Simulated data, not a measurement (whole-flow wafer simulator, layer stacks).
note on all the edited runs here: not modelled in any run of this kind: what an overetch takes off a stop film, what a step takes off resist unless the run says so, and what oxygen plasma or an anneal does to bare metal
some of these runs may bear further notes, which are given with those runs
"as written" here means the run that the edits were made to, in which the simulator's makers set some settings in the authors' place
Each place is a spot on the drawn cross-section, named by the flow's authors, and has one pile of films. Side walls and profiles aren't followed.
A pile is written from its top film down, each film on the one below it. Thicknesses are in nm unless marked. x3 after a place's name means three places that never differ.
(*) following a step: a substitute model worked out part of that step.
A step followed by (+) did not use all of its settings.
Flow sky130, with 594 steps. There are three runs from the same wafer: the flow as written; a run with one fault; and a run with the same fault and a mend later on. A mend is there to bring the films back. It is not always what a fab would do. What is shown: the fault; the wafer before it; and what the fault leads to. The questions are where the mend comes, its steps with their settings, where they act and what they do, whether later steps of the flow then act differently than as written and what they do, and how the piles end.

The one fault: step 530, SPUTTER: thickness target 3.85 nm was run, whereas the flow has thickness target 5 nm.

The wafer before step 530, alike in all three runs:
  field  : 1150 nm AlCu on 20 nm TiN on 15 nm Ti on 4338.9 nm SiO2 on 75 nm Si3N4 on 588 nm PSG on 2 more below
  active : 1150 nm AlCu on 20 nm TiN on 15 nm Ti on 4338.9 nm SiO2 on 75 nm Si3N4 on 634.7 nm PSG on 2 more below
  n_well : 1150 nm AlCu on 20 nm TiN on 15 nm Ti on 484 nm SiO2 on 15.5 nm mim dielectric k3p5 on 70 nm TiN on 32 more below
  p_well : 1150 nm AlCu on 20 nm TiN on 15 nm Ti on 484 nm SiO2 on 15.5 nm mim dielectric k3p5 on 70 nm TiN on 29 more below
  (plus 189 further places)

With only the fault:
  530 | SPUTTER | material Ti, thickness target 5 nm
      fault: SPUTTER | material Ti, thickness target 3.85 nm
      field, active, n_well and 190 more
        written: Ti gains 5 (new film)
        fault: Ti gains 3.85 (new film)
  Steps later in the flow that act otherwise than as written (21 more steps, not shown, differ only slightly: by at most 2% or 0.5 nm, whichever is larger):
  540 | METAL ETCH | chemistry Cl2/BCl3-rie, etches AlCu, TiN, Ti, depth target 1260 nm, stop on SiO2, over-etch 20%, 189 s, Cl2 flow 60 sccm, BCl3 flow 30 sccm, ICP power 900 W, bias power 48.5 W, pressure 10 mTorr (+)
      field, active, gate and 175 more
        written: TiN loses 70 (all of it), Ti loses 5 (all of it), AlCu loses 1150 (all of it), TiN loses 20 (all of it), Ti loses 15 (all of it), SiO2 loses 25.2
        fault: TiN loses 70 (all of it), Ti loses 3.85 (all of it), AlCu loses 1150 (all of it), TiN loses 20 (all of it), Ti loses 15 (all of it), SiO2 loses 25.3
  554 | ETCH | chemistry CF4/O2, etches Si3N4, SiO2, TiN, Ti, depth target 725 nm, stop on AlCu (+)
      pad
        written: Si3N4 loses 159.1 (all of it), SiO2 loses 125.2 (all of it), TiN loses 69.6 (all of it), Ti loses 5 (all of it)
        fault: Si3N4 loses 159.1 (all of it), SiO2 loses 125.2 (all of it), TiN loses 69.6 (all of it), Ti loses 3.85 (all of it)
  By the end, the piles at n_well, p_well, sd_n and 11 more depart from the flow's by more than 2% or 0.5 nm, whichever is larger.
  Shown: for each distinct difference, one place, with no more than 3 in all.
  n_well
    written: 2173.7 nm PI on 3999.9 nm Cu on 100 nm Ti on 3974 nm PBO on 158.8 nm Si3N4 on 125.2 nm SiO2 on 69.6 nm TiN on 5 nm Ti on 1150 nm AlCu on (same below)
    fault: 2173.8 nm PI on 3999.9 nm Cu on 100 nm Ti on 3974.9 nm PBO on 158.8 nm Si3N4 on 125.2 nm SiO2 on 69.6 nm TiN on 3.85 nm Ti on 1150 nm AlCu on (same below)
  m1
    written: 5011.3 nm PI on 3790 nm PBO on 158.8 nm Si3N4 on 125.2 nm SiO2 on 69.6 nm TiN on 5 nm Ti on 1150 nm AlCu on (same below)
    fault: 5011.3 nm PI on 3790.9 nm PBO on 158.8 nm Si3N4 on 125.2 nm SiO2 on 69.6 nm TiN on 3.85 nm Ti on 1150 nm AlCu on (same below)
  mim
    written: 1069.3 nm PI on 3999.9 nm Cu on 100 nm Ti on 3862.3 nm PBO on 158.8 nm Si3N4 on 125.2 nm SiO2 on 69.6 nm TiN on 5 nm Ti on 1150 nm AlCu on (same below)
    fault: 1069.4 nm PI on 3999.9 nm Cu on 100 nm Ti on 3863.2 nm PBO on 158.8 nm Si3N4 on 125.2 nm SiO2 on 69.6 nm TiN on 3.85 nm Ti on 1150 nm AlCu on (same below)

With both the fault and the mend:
  After step 530 comes the mend.
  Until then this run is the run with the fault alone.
  530a | SPUTTER | material Ti, thickness target 1.15 nm (*) (a further turn of the flow's step 530, with different settings)
      field, active, n_well and 190 more
        Ti gains 1.15
  Later steps of the flow that are run all act as written at every place that is followed.
  By the end, the piles equal the flow's at every place that both follow.
